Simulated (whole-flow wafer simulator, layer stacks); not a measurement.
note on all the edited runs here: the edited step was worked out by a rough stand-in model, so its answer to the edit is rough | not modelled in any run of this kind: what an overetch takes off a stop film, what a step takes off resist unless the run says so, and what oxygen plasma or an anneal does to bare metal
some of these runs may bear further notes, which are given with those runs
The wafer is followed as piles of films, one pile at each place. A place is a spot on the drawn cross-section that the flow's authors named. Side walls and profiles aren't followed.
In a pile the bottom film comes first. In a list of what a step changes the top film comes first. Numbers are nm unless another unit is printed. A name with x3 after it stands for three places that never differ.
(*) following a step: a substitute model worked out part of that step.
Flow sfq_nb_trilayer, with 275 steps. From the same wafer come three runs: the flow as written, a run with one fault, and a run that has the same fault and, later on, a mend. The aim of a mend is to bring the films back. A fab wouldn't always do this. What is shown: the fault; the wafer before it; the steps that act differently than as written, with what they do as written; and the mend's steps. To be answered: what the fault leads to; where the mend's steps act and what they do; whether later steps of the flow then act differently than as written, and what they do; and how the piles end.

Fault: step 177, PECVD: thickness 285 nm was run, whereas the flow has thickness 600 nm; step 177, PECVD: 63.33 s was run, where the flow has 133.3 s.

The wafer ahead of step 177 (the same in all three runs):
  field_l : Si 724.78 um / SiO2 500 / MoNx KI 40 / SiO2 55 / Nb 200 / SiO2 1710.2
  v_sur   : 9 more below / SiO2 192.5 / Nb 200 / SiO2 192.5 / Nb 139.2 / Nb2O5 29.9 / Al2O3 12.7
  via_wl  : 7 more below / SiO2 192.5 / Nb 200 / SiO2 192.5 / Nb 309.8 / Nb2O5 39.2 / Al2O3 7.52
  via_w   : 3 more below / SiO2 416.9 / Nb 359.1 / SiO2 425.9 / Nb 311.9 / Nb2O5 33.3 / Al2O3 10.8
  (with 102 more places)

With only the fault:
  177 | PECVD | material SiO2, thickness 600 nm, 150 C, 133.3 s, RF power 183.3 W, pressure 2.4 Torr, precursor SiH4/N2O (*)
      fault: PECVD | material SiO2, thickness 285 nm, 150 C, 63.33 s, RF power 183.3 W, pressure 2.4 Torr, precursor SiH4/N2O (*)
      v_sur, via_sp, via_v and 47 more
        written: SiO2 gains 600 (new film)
        fault: SiO2 gains 285 (new film)
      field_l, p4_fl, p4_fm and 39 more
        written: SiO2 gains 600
        fault: SiO2 gains 285
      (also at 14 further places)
  Steps later in the flow that act otherwise than as written (not shown: 6 more steps that differ only slightly, by at most 2% or 0.5 nm, whichever is larger):
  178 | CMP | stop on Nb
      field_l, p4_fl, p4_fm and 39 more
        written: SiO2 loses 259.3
        fault: nothing
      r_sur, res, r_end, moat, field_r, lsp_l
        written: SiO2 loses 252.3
        fault: nothing
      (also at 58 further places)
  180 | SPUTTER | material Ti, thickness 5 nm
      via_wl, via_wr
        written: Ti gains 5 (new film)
        fault: Ti gains 3.99 (new film)
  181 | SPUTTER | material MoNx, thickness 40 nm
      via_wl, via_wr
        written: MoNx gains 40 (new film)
        fault: MoNx gains 32.5 (new film)
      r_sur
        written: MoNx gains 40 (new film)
        fault: MoNx gains 37.8 (new film)
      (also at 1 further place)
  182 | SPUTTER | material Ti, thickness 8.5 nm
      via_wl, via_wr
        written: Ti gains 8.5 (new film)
        fault: Ti gains 6.66 (new film)
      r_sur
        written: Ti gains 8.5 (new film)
        fault: Ti gains 7.96 (new film)
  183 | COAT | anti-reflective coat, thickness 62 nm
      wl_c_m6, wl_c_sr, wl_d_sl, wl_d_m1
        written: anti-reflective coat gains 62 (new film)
        fault: anti-reflective coat gains 63.4 (new film)
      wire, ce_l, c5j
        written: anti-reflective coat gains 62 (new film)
        fault: anti-reflective coat gains 58.5 (new film)
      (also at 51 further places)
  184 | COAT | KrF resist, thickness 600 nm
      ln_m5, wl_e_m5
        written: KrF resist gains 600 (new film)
        fault: KrF resist gains 570.8 (new film)
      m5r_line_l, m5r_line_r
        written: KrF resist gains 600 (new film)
        fault: KrF resist gains 581.5 (new film)
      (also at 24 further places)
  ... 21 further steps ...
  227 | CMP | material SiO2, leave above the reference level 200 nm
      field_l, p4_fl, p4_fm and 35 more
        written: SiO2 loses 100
        fault: SiO2 loses 44.3
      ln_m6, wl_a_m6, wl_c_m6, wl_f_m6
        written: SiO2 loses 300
        fault: SiO2 loses 244.3
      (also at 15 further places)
  The piles end different from the flow's at via_wl, via_w, via_wr and 7 more by more than 2% or 0.5 nm, whichever is larger.
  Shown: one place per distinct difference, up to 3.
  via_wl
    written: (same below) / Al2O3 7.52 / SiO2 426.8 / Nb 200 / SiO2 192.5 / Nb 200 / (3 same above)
    fault: (same below) / Al2O3 7.52 / SiO2 331.9 / Nb 191.4 / SiO2 296.1 / Nb 200 / (3 same above)
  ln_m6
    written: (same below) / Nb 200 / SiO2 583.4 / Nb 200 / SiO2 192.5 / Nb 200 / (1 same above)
    fault: (same below) / Nb 200 / SiO2 527.7 / Nb 200 / SiO2 248.2 / Nb 200 / (1 same above)
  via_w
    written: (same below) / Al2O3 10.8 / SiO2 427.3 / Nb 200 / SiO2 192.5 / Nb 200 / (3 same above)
    fault: (same below) / Al2O3 10.8 / SiO2 331.8 / Nb 191.3 / SiO2 296.8 / Nb 200 / (3 same above)

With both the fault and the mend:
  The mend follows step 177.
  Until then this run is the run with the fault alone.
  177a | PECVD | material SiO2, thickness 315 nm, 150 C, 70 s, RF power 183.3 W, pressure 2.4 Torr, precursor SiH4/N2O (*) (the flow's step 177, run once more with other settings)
      field_l, v_sur, via_sp and 94 more
        SiO2 gains 315
      r_sur, res, r_end, moat, field_r, lsp_l
        SiO2 gains 311.4
      via_wl, via_w, via_wr
        SiO2 gains 300.2
  Steps later in the flow that act otherwise than as written:
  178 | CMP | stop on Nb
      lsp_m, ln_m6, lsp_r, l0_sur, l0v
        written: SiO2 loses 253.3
        mend: SiO2 loses 259.3
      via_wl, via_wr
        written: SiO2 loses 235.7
        mend: SiO2 loses 206.4
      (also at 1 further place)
  At every place that both follow, the piles at the end match the flow's.
